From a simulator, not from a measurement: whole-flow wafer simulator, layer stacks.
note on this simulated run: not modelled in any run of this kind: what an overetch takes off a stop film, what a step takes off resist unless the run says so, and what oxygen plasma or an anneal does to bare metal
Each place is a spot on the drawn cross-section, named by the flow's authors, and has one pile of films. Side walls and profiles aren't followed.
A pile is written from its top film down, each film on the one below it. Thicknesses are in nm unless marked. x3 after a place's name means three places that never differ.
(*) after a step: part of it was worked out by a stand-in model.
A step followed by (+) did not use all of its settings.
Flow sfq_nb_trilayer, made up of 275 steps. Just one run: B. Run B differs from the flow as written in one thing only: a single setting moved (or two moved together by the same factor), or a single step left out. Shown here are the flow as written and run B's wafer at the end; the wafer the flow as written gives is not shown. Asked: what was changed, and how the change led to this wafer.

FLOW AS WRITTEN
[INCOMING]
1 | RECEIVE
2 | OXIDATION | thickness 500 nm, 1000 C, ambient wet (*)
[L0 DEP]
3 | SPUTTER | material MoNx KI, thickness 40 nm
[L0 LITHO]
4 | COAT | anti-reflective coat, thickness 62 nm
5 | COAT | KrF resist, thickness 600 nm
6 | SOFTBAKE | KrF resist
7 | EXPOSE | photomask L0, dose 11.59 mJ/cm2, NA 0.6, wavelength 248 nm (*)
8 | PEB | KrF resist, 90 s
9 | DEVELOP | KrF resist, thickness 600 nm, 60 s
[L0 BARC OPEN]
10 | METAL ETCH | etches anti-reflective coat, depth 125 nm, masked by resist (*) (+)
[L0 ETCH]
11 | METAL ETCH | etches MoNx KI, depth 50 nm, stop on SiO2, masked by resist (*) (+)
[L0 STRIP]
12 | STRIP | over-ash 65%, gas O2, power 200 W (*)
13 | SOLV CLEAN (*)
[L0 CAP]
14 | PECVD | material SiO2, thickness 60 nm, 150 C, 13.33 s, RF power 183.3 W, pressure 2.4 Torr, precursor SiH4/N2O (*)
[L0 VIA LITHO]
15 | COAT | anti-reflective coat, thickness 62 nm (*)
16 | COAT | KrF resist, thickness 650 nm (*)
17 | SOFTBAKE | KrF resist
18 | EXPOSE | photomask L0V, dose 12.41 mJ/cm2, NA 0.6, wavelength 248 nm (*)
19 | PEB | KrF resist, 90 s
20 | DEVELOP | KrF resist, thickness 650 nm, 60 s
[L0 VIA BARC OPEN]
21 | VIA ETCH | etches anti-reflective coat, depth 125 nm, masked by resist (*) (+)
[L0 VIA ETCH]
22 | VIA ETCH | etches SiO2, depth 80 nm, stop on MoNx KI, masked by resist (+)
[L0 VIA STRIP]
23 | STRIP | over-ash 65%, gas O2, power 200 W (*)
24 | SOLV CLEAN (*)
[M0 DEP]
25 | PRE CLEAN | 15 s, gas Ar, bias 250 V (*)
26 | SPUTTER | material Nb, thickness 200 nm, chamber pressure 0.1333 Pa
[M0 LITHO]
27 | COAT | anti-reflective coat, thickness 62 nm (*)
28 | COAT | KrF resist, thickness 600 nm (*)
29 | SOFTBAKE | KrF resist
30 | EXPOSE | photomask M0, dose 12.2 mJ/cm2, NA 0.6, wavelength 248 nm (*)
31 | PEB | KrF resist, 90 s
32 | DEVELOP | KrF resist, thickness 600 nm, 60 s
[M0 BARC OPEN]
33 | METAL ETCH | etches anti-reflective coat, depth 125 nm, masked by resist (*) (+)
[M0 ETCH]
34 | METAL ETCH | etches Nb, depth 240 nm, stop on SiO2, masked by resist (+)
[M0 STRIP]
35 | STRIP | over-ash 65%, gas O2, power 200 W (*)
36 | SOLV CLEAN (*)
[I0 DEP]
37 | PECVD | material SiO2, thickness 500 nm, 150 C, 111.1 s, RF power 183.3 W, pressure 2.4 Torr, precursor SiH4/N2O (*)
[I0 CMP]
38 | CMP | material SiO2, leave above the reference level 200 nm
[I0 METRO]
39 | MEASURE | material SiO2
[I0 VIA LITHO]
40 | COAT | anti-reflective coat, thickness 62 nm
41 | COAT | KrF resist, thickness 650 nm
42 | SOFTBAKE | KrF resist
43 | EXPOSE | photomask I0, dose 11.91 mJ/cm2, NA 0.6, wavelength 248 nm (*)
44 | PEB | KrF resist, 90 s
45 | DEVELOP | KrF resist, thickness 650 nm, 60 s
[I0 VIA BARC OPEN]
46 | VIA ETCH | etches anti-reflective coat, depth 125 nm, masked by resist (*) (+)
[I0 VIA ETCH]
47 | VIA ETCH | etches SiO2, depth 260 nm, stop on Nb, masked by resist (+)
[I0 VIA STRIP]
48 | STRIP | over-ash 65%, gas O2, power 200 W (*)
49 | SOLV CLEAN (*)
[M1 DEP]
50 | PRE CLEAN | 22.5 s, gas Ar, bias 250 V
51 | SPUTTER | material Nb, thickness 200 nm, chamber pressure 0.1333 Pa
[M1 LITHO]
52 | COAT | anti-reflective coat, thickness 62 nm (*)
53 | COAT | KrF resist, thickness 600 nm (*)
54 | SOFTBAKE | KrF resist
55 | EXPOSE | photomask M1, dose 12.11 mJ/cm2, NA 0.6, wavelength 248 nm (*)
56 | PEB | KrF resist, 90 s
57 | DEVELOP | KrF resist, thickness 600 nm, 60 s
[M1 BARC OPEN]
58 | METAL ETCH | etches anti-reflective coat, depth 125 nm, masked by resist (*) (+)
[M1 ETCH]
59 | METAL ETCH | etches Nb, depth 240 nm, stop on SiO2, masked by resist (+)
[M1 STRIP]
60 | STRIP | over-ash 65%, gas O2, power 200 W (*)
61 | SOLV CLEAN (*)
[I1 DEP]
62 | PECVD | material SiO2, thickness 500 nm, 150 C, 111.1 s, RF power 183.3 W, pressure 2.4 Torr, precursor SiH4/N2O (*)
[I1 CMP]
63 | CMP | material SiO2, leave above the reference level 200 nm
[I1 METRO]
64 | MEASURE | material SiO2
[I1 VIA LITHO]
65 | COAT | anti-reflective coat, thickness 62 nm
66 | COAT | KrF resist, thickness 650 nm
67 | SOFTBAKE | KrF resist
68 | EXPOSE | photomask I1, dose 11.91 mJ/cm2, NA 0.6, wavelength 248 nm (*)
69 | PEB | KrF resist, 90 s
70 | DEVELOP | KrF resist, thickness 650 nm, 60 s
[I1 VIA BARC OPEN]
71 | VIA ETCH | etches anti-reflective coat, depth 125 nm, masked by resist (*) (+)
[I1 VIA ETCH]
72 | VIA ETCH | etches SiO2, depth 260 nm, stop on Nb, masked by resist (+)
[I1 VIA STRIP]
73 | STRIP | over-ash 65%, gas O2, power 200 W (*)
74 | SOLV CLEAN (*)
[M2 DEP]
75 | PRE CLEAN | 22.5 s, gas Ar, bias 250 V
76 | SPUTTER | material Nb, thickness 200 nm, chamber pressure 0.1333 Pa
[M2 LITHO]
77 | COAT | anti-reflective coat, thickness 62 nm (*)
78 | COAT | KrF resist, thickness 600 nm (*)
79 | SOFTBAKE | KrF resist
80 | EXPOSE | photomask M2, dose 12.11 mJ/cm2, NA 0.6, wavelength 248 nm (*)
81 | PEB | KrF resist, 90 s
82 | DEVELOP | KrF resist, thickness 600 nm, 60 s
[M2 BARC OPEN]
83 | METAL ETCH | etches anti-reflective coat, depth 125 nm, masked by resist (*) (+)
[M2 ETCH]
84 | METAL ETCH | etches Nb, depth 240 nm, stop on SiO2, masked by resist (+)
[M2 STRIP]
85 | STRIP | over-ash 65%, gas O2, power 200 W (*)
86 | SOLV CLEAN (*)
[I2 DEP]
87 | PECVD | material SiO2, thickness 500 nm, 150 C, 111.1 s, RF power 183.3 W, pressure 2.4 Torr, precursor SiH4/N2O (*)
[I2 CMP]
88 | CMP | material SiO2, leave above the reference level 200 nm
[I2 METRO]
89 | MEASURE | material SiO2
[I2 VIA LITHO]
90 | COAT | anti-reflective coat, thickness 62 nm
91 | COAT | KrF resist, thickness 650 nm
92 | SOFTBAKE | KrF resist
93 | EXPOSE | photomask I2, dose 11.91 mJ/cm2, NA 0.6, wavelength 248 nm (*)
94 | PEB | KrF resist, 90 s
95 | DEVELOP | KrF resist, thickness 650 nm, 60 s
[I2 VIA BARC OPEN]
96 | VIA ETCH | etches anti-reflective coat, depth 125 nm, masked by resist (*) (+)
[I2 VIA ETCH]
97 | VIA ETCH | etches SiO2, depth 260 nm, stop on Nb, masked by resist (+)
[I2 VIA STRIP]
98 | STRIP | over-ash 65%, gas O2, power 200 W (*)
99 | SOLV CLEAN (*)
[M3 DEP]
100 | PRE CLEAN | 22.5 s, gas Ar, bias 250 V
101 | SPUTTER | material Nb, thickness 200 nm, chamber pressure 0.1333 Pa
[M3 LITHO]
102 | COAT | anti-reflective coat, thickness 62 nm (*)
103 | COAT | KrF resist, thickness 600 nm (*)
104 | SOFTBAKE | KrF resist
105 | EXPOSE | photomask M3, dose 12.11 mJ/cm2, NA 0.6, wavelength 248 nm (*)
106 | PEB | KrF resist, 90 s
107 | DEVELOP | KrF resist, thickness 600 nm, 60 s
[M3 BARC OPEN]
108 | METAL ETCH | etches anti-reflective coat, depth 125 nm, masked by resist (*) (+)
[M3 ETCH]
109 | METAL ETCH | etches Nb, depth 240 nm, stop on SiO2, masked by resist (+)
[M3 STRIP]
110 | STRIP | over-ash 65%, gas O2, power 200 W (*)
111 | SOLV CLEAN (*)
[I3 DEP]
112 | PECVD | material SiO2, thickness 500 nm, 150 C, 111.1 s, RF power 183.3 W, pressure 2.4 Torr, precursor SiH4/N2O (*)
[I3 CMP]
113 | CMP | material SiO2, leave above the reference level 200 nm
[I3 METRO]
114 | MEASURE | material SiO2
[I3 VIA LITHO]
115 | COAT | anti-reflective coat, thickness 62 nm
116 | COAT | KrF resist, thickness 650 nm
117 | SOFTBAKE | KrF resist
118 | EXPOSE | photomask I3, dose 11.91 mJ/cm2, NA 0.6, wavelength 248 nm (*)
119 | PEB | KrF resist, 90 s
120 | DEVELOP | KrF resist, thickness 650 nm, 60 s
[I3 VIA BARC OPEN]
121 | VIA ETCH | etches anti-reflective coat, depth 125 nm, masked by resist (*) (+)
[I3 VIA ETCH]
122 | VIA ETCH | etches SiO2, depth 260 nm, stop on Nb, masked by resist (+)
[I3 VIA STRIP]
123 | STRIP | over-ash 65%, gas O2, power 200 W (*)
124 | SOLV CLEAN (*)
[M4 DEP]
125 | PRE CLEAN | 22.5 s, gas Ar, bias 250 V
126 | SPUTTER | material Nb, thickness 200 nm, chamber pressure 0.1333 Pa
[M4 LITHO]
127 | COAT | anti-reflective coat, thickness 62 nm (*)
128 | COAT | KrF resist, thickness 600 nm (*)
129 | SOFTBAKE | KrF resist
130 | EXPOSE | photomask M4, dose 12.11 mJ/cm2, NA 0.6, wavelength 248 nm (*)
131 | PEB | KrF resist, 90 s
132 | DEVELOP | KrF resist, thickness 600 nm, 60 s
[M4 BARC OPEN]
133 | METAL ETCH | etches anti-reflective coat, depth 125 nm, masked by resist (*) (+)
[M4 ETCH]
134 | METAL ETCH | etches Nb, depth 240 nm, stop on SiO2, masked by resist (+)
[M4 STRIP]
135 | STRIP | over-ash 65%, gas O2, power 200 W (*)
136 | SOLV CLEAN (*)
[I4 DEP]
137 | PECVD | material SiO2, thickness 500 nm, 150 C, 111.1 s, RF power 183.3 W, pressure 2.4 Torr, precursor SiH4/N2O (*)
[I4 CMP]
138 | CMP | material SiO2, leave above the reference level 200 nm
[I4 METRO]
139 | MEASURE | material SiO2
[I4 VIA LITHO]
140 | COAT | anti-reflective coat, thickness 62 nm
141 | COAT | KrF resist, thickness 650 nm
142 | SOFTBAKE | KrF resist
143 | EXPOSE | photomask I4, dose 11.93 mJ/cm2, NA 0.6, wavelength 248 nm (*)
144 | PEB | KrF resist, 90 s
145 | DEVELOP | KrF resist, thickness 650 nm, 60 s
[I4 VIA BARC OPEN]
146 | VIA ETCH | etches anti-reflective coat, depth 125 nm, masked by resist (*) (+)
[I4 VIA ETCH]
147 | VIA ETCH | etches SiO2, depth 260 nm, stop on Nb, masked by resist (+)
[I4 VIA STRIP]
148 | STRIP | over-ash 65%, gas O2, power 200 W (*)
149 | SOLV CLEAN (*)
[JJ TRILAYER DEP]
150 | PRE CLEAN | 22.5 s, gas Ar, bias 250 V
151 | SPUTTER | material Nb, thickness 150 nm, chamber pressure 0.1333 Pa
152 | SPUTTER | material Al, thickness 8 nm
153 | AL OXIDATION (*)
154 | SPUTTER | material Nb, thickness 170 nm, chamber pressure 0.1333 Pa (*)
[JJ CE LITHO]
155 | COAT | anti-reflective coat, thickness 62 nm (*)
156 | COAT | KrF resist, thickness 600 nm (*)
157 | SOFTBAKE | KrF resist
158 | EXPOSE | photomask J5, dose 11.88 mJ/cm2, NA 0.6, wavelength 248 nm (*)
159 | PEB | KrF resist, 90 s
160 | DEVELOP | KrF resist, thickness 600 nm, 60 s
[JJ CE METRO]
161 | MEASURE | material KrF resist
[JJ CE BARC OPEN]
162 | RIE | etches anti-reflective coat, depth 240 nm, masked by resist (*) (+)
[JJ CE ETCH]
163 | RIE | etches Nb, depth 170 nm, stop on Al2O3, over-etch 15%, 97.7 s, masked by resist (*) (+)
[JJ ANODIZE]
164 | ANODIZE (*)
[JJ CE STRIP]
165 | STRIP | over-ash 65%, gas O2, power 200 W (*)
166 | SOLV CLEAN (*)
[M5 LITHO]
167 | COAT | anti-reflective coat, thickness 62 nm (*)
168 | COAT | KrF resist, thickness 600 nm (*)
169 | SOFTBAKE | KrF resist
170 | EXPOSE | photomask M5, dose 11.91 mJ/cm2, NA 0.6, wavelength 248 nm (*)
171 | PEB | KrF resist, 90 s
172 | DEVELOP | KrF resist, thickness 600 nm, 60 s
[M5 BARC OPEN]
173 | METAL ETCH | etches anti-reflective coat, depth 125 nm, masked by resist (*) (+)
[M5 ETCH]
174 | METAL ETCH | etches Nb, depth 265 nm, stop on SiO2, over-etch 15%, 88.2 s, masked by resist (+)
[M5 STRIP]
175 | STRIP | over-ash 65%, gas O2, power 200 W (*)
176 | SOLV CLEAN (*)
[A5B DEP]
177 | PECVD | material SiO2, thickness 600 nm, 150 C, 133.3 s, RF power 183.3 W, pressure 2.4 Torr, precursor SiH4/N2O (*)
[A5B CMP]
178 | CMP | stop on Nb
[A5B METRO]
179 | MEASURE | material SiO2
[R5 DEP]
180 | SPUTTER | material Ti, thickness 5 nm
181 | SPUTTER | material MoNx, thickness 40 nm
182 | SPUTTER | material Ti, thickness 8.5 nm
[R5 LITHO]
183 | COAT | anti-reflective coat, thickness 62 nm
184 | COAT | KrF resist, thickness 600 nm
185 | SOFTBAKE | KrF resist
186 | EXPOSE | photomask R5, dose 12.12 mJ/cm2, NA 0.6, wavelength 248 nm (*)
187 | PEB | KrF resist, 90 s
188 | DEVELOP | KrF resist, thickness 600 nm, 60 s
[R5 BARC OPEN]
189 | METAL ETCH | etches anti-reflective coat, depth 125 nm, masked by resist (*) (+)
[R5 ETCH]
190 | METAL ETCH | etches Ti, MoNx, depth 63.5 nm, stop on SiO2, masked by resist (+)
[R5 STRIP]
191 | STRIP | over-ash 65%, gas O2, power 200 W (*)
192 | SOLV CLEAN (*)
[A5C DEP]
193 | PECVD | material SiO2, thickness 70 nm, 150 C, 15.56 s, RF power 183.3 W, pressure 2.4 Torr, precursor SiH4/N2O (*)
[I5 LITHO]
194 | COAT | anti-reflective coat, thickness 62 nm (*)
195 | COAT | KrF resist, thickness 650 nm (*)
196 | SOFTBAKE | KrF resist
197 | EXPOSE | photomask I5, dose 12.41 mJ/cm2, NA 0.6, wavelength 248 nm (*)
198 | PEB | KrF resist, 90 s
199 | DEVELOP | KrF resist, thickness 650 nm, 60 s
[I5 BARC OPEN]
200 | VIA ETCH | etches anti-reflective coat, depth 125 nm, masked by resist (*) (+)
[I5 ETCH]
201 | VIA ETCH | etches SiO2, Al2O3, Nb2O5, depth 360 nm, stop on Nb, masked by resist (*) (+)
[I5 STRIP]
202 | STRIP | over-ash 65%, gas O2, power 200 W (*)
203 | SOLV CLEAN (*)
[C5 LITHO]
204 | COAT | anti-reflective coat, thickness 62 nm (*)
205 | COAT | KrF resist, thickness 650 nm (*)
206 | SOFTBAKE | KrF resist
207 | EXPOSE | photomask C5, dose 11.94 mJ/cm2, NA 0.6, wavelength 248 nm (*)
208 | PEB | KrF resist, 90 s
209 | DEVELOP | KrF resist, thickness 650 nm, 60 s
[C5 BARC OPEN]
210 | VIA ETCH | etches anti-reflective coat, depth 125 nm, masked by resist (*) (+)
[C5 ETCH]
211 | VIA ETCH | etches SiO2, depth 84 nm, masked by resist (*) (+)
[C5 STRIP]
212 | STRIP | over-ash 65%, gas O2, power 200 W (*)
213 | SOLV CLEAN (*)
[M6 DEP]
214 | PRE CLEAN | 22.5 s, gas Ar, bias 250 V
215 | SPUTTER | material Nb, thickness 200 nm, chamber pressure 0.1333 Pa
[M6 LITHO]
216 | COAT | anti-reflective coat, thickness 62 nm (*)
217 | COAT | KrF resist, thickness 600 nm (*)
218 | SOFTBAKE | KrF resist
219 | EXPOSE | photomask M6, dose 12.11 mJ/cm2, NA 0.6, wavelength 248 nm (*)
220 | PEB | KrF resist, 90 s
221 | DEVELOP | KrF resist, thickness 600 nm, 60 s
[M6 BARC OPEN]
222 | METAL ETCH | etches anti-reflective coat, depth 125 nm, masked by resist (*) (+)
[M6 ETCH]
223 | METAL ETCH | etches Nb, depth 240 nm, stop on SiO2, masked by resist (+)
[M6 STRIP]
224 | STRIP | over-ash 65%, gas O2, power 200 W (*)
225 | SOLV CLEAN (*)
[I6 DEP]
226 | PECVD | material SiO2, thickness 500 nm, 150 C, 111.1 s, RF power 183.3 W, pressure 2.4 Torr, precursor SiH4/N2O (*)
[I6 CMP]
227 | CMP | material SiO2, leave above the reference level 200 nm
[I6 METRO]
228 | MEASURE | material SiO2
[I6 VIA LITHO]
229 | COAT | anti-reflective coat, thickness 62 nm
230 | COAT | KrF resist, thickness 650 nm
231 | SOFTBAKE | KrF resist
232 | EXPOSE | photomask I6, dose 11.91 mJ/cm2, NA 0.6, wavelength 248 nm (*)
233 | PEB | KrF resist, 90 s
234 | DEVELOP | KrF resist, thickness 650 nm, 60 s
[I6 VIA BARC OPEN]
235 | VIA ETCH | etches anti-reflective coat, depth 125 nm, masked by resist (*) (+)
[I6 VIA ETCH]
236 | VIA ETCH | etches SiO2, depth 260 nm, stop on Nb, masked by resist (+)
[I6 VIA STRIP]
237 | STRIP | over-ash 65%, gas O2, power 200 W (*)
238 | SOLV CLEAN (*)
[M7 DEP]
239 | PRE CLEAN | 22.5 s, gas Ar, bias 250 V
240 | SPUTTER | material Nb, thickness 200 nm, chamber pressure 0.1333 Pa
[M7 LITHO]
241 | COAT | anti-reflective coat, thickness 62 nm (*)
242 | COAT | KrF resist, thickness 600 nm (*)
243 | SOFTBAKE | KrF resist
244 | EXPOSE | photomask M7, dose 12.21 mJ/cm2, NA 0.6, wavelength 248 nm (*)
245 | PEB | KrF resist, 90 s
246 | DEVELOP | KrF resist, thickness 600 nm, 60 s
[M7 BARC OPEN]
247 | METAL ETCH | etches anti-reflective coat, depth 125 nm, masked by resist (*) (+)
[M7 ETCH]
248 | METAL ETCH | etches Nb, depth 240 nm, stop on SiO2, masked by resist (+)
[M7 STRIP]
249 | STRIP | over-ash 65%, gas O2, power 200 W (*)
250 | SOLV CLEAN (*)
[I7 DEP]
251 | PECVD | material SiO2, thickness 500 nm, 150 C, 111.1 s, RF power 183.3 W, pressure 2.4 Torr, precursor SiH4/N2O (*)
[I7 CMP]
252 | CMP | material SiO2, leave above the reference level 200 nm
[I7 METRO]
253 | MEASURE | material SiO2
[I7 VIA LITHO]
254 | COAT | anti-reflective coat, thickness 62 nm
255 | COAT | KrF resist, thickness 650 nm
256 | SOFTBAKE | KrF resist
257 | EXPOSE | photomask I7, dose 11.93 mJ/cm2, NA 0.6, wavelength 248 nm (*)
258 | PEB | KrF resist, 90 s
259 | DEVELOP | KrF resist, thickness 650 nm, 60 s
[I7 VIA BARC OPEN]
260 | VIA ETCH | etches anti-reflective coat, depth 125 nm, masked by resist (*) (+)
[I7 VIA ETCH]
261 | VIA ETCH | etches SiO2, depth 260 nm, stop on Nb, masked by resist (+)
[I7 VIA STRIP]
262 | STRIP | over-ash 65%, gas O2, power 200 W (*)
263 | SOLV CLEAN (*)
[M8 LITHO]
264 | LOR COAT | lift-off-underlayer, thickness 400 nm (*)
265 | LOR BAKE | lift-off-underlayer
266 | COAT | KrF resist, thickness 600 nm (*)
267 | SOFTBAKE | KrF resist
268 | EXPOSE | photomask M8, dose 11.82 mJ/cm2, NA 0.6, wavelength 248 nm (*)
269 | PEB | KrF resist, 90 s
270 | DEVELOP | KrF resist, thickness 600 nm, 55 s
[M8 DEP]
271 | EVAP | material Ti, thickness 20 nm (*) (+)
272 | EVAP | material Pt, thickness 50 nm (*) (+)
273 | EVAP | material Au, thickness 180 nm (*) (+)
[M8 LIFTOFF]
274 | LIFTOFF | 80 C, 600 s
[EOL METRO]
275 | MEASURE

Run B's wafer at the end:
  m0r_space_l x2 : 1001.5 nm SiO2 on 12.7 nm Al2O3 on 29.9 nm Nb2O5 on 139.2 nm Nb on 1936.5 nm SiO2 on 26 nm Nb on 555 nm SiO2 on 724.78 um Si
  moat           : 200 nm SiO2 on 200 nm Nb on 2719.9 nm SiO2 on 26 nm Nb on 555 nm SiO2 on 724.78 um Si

Cause: step 34, METAL ETCH: depth 174 nm was run, though the flow has depth 240 nm.

How this came from the change, step by step:
  34 | METAL ETCH | etches Nb, depth 240 nm, stop on SiO2, masked by resist (+)
      moat, m0r_space_l x2: -174 Nb (as written it would have been: -200 Nb (all of it))
      field_l, v_sur, via_wl and 100 more: -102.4 KrF resist (as written it would have been: -141.2 KrF resist)
  35 | STRIP | over-ash 65%, gas O2, power 200 W (*)
      p4_fl, p4_fm, p4_w1 and 68 more: -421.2 KrF resist (all of it), -62 anti-reflective coat (all of it) (as written it would have been: -382.4 KrF resist (all of it), -62 anti-reflective coat (all of it))
      jj_sur, ce_l, r_end: -427.9 KrF resist (all of it), -63.6 anti-reflective coat (all of it) (as written it would have been: -389.1 KrF resist (all of it), -63.6 anti-reflective coat (all of it))
      (as well as at 29 more places)
  37 | PECVD | material SiO2, thickness 500 nm, 150 C, 111.1 s, RF power 183.3 W, pressure 2.4 Torr, precursor SiH4/N2O (*)
      moat, m0r_space_l x2: +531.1 SiO2 (new film) (as written it would have been: +557.1 SiO2)
Taking metal films that touch as one body, m0r_space_l x2 has 2 bodies (between them, from the top down: SiO2 1936.5); the flow as written gives 1 body.
Taking metal films that touch as one body, moat has 2 bodies (between them, from the top down: SiO2 2719.9); the flow as written gives 1 body.
